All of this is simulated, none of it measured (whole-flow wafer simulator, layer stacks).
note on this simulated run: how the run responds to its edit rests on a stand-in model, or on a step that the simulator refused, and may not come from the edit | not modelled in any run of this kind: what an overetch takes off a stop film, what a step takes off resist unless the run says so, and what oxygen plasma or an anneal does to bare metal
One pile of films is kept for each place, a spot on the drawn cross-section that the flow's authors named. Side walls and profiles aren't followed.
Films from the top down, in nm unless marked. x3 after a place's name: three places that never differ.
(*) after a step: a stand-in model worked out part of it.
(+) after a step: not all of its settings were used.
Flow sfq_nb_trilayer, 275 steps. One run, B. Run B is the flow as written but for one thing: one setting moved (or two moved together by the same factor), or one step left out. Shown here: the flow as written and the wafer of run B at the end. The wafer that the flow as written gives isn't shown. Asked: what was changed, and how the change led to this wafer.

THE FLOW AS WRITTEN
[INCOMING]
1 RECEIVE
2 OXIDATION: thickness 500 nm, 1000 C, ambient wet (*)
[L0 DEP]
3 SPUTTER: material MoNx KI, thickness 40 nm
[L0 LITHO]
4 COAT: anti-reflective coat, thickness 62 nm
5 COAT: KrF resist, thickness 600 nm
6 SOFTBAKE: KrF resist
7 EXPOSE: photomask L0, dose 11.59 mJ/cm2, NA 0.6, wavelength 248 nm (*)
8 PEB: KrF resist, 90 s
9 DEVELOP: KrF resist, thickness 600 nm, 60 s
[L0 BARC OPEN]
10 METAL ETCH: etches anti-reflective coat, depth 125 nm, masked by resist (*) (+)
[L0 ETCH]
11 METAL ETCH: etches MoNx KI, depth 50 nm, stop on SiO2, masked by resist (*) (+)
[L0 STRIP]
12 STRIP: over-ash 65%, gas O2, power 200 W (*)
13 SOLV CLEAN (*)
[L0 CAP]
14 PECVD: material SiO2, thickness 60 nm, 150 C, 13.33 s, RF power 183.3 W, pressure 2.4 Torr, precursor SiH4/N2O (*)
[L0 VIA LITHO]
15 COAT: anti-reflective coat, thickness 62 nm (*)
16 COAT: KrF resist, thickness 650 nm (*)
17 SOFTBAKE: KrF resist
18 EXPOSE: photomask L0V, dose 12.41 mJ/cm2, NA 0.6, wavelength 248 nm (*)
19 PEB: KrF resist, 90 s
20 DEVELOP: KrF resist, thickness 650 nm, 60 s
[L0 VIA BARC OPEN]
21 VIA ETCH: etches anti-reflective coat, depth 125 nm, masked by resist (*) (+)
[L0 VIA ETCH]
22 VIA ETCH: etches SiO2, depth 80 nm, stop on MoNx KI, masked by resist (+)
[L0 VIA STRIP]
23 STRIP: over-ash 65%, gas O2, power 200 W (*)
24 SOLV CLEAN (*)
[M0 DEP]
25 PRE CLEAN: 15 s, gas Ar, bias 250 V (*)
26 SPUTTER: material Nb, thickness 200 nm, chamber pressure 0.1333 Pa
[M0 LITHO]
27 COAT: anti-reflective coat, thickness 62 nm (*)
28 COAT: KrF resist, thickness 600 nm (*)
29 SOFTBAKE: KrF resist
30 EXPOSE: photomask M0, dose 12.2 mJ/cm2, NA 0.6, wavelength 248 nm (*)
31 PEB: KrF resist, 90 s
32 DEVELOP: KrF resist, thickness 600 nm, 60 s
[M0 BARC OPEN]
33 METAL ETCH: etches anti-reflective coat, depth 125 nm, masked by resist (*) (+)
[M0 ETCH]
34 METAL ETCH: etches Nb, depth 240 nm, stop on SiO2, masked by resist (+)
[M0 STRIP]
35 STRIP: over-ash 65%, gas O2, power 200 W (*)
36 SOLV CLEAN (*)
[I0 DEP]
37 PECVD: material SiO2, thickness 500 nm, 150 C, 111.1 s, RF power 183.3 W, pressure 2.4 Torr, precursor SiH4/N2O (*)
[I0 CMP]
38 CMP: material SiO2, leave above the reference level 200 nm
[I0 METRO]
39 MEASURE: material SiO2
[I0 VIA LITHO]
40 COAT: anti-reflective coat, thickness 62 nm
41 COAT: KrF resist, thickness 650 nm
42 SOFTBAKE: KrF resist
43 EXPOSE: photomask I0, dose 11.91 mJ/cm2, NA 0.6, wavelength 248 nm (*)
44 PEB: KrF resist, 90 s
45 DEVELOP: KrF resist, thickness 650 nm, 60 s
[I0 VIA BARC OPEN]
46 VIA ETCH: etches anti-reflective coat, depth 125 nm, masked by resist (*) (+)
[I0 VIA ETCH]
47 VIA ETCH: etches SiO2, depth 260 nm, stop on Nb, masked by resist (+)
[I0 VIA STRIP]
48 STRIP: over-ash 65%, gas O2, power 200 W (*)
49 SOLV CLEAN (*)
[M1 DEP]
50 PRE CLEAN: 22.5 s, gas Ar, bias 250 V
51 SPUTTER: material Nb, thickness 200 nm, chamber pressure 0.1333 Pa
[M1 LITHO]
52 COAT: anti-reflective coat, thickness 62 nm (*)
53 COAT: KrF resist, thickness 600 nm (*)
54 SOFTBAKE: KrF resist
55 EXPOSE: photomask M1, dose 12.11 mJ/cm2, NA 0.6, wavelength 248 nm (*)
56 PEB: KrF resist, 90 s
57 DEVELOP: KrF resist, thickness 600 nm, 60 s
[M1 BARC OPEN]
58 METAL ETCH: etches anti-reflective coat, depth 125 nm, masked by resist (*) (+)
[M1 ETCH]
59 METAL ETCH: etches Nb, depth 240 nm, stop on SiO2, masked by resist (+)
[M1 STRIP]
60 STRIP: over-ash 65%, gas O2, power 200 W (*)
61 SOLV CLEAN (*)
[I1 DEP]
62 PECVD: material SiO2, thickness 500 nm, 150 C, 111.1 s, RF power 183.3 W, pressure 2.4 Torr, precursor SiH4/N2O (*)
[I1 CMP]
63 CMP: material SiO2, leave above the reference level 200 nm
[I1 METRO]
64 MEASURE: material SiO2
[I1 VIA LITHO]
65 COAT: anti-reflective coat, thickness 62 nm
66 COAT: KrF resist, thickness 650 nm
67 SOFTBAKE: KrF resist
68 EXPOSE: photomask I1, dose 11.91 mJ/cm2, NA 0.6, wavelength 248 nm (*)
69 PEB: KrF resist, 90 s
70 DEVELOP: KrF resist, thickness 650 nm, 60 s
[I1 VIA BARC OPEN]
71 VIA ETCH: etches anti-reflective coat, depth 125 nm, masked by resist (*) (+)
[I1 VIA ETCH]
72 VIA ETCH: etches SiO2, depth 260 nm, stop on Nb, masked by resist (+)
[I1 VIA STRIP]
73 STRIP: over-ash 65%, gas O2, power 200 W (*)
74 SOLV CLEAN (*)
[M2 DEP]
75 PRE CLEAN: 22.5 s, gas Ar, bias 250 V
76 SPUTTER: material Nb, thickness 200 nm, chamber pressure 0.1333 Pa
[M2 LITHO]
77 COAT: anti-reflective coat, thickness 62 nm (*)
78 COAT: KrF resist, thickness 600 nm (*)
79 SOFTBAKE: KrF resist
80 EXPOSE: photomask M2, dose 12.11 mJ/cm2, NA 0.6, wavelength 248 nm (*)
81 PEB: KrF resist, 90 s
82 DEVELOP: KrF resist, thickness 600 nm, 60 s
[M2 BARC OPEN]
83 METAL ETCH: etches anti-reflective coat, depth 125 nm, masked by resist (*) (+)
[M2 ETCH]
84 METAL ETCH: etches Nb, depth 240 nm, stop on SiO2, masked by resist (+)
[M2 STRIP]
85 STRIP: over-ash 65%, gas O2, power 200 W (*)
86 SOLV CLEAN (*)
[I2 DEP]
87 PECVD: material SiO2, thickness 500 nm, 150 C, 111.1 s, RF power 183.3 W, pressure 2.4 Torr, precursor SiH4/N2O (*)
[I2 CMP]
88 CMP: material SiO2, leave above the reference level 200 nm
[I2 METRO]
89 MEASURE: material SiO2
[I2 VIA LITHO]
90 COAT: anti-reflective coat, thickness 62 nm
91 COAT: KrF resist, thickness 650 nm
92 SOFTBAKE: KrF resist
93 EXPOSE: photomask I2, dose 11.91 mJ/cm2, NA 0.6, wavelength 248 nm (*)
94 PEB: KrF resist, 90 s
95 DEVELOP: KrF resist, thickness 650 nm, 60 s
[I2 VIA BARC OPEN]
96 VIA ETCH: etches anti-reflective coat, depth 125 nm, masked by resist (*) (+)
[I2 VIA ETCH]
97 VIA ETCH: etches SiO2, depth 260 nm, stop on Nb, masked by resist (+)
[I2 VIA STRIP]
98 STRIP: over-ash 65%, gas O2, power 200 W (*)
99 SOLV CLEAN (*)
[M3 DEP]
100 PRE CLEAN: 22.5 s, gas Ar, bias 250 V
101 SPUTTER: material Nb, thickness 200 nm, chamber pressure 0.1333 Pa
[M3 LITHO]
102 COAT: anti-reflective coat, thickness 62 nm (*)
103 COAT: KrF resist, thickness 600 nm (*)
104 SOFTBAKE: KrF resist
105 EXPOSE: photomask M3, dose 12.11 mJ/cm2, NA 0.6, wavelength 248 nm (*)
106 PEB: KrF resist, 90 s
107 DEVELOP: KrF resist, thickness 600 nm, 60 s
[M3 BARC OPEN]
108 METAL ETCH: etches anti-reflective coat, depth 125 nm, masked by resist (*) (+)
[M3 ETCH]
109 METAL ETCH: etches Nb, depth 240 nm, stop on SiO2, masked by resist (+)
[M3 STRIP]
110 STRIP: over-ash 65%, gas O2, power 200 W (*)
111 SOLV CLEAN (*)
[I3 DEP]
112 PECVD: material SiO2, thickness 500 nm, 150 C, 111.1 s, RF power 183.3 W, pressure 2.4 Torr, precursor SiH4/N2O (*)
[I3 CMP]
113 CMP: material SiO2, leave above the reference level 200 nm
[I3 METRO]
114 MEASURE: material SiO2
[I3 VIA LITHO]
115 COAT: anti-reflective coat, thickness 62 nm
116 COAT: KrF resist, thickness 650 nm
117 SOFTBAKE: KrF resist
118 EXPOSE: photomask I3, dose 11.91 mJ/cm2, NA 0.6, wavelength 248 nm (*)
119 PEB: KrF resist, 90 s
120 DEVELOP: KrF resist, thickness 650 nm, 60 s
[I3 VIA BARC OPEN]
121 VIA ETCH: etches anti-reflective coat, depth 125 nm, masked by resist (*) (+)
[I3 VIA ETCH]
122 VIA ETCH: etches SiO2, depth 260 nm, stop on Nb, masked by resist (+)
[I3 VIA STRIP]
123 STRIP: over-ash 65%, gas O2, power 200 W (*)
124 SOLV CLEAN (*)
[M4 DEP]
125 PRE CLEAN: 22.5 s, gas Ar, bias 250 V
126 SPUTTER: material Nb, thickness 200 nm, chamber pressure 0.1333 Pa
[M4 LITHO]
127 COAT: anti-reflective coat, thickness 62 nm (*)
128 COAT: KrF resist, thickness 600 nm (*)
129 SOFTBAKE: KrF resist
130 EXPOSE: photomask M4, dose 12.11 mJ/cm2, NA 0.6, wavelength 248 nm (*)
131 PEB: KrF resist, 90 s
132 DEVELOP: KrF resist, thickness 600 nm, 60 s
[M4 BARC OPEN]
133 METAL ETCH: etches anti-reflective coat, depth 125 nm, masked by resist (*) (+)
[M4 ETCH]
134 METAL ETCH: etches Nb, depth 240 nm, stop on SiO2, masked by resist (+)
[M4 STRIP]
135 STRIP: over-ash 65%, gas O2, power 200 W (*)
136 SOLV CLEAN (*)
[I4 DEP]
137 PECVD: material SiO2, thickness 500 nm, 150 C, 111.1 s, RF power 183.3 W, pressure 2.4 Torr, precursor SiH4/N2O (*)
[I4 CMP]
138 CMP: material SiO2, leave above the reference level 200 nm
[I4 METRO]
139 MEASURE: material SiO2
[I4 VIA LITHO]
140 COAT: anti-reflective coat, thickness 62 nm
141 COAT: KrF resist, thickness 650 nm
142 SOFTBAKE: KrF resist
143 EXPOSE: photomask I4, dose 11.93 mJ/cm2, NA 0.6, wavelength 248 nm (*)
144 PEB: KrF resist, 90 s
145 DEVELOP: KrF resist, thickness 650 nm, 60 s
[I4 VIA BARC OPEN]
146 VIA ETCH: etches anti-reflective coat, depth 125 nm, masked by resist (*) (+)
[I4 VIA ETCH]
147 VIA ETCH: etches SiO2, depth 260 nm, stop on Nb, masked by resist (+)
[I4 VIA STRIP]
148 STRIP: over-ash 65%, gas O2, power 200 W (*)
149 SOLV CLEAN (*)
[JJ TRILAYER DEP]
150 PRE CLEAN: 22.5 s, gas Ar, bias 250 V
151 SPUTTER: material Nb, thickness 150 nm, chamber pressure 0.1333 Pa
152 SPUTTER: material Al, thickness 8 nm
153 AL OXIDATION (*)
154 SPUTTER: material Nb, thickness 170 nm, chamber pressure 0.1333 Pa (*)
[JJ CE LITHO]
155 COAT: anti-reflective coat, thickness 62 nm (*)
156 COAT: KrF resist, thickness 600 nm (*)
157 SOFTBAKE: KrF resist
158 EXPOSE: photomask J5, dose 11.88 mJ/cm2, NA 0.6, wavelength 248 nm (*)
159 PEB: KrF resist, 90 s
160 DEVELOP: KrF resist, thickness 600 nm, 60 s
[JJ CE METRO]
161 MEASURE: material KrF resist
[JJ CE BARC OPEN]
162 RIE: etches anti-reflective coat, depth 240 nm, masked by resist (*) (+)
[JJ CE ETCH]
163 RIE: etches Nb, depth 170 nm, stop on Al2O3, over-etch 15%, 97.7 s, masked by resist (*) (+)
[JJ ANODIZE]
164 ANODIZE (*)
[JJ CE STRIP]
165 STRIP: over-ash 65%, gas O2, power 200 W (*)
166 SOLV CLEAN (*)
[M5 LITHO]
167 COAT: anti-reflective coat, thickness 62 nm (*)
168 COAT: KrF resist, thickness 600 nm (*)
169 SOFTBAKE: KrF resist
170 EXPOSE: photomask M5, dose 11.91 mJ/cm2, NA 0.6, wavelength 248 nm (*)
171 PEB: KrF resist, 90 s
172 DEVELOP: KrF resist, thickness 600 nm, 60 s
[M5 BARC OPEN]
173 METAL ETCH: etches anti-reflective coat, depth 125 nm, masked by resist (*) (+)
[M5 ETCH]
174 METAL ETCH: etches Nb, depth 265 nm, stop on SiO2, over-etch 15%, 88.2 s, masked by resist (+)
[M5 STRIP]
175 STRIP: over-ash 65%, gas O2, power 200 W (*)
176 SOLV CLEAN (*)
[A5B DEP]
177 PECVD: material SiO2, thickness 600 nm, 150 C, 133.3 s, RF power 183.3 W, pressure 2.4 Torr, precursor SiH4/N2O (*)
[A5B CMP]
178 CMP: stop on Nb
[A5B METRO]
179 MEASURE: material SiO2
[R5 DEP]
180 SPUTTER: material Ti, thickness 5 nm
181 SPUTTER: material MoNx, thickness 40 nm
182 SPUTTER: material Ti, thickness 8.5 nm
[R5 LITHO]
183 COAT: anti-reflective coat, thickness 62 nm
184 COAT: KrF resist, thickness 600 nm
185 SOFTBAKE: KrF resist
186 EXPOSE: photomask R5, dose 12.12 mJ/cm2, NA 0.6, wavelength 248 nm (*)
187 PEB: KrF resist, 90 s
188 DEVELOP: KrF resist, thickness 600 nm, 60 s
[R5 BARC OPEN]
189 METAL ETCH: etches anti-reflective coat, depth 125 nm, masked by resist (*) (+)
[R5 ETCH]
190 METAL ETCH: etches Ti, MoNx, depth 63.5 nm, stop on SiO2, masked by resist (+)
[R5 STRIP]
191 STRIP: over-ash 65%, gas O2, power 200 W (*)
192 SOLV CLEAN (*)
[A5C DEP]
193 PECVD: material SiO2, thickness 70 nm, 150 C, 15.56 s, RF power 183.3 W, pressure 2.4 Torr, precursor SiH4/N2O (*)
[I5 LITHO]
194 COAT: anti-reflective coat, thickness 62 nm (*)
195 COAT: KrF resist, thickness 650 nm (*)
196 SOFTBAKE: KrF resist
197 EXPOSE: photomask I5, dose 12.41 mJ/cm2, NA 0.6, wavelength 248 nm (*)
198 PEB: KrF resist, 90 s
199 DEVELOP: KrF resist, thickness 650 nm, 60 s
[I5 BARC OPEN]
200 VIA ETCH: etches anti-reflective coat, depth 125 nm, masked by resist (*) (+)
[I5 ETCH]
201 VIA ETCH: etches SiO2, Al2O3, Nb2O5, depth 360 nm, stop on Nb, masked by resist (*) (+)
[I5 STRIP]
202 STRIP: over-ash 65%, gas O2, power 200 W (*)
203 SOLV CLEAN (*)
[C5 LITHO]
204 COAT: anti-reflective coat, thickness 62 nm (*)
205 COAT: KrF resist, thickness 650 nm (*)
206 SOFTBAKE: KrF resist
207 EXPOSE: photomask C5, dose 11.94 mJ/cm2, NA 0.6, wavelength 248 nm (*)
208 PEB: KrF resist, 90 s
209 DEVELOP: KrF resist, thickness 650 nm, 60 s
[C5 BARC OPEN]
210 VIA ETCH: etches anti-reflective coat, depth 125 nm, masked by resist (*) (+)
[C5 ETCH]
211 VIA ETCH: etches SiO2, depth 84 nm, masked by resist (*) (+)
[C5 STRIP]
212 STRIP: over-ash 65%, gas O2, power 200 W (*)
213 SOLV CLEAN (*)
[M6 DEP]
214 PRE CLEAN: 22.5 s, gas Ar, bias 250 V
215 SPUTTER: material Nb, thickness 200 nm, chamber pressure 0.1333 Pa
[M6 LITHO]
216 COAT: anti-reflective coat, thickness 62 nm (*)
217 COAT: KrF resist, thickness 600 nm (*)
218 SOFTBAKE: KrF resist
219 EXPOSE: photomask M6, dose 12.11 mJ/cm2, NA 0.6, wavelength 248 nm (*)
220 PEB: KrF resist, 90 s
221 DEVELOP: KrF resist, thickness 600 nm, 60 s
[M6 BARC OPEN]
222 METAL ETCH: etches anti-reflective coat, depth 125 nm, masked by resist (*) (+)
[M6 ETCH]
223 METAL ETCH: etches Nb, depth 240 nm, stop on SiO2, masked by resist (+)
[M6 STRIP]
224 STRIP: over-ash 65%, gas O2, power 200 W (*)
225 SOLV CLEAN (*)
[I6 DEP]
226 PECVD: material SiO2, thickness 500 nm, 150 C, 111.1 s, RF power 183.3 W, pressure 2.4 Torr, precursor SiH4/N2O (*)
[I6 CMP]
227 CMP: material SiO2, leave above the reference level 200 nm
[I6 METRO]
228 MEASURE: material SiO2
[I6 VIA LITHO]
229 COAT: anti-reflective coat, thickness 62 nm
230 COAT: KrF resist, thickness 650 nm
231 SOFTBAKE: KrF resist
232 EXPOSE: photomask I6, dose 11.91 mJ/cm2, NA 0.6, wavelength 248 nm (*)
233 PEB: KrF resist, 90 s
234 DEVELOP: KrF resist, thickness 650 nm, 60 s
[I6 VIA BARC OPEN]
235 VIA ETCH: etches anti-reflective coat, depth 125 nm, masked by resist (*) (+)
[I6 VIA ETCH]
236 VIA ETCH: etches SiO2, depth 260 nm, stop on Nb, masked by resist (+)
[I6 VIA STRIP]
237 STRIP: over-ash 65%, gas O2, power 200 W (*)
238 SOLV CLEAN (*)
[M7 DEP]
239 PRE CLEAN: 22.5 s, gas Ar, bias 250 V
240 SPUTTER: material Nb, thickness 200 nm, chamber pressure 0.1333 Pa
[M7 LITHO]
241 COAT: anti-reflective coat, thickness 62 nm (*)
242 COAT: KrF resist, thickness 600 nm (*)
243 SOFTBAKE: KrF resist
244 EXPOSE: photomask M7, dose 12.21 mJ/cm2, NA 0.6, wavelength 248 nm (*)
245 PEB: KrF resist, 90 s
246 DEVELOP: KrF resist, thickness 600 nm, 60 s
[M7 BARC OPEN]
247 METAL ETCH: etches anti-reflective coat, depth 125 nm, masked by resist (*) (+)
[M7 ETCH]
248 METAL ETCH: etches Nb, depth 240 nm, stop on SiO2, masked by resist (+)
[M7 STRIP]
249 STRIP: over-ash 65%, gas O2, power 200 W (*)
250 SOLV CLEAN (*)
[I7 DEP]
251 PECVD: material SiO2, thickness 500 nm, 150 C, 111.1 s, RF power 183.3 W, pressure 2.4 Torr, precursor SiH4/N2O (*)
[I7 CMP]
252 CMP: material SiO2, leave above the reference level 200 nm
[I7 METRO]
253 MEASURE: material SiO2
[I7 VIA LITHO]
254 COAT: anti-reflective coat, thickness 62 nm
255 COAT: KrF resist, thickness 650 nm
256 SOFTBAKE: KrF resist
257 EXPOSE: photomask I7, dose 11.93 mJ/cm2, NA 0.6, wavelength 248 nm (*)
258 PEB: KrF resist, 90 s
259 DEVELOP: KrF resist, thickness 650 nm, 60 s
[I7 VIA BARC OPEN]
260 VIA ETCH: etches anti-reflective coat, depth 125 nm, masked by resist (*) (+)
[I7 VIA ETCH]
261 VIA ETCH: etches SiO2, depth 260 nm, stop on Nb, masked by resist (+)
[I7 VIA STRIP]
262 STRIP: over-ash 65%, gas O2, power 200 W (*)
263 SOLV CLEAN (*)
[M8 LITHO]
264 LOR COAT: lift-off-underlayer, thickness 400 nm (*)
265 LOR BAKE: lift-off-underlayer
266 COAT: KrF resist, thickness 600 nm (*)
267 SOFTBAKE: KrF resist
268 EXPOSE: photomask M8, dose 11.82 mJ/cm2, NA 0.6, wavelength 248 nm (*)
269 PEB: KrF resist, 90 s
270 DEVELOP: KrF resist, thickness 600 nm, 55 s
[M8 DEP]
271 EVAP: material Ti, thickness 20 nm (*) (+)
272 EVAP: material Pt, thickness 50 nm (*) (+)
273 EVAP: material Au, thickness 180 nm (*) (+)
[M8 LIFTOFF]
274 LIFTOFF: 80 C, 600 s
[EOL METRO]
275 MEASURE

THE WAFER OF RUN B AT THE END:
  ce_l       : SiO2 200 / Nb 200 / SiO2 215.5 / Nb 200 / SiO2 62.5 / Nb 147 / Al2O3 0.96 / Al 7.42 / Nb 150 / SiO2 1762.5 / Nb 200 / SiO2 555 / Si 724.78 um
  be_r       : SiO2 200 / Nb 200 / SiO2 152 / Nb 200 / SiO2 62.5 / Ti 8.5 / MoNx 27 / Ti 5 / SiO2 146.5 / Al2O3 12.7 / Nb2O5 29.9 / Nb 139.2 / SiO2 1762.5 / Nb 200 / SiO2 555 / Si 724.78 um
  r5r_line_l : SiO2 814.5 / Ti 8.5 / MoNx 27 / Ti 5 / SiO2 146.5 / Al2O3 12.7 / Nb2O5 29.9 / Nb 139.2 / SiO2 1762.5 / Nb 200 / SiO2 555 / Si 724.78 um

The cause: step 181, SPUTTER: thickness 27 nm was run, where the flow has thickness 40 nm.
It can be read off the wafer: be_r has MoNx 27, and step 181 as written asks for 40 nm.

How the change led to this, step by step:
  181 SPUTTER: material MoNx, thickness 40 nm
      field_l, v_sur, via_wl and 103 more: MoNx +27 (new film) (as written it would be: MoNx +40 (new film))
  190 METAL ETCH: etches Ti, MoNx, depth 63.5 nm, stop on SiO2, masked by resist (+)
      field_l, v_sur, via_wl and 92 more: Ti -8.5 (all of it), MoNx -27 (all of it), Ti -5 (all of it) (as written it would be: Ti -8.5 (all of it), MoNx -40 (all of it), Ti -5 (all of it))
      ce_l, c5j, ce_r, wl_jj: Ti -8.5 (all of it), MoNx -27 (all of it), Ti -5 (all of it), Nb -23 (as written it would be: Ti -8.5 (all of it), MoNx -40 (all of it), Ti -5 (all of it), Nb -10)
  194 COAT: anti-reflective coat, thickness 62 nm (*)
      wl_j_sl, wl_j_sr: anti-reflective coat +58 (new film) (as written it would be: anti-reflective coat +60.2 (new film))
      r5r_spacepad_l, r5r_spacepad_r: anti-reflective coat +78.8 (new film) (as written it would be: anti-reflective coat +84.4 (new film))
      (and at 12 more places)
  202 STRIP: over-ash 65%, gas O2, power 200 W (*)
      wl_j_sl, wl_j_sr: KrF resist -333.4 (all of it), anti-reflective coat -58 (all of it) (as written it would be: KrF resist -333.3 (all of it), anti-reflective coat -60.2 (all of it))
      r5r_spacepad_l, r5r_spacepad_r: KrF resist -335.1 (all of it), anti-reflective coat -78.8 (all of it) (as written it would be: KrF resist -335.6 (all of it), anti-reflective coat -84.4 (all of it))
      (and at 12 more places)
  204 COAT: anti-reflective coat, thickness 62 nm (*)
      wl_j_sl, wl_j_sr: anti-reflective coat +58 (new film) (as written it would be: anti-reflective coat +60.2 (new film))
      r5r_spacepad_l, r5r_spacepad_r: anti-reflective coat +78.8 (new film) (as written it would be: anti-reflective coat +84.4 (new film))
      (and at 12 more places)
  210 VIA ETCH: etches anti-reflective coat, depth 125 nm, masked by resist (*) (+)
      c5j: anti-reflective coat -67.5 (all of it), SiO2 -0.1 (as written it would be: anti-reflective coat -63.9 (all of it), SiO2 -0.11)
  212 STRIP: over-ash 65%, gas O2, power 200 W (*)
      wl_j_sl, wl_j_sr: KrF resist -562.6 (all of it), anti-reflective coat -58 (all of it) (as written it would be: KrF resist -563.4 (all of it), anti-reflective coat -60.2 (all of it))
      r5r_spacepad_l, r5r_spacepad_r: KrF resist -564.3 (all of it), anti-reflective coat -78.8 (all of it) (as written it would be: KrF resist -565.8 (all of it), anti-reflective coat -84.4 (all of it))
      (and at 11 more places)
  216 COAT: anti-reflective coat, thickness 62 nm (*)
      wl_j_sl, wl_j_sr: anti-reflective coat +58.1 (new film) (as written it would be: anti-reflective coat +60.2 (new film))
      r5r_spacepad_l, r5r_spacepad_r: anti-reflective coat +79.5 (new film) (as written it would be: anti-reflective coat +85.7 (new film))
      (and at 12 more places)
  222 METAL ETCH: etches anti-reflective coat, depth 125 nm, masked by resist (*) (+)
      r5r_spacepad_l, r5r_spacepad_r: anti-reflective coat -79.5 (all of it) (as written it would be: anti-reflective coat -85.7 (all of it))
      r5r_line_c, r5r_line_r: anti-reflective coat -52.2 (all of it) (as written it would be: anti-reflective coat -50 (all of it))
      (and at 2 more places)
  224 STRIP: over-ash 65%, gas O2, power 200 W (*)
      wl_j_sl, wl_j_sr: KrF resist -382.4 (all of it), anti-reflective coat -58.1 (all of it) (as written it would be: KrF resist -382.5 (all of it), anti-reflective coat -60.2 (all of it))
      jj_sur: KrF resist -377.9 (all of it), anti-reflective coat -53.5 (all of it) (as written it would be: KrF resist -378.5 (all of it), anti-reflective coat -56.1 (all of it))
      (and at 7 more places)
  226 PECVD: material SiO2, thickness 500 nm, 150 C, 111.1 s, RF power 183.3 W, pressure 2.4 Torr, precursor SiH4/N2O (*)
      r5r_spacepad_l, r5r_spacepad_r: SiO2 +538 (as written it would be: SiO2 +553.5)
  227 CMP: material SiO2, leave above the reference level 200 nm
      ce_l, ce_r, wl_jj: SiO2 -277 (as written it would be: SiO2 -290)
      be_r, r_sur, r_end: SiO2 -340.5 (as written it would be: SiO2 -353.5)
      (and at 7 more places)
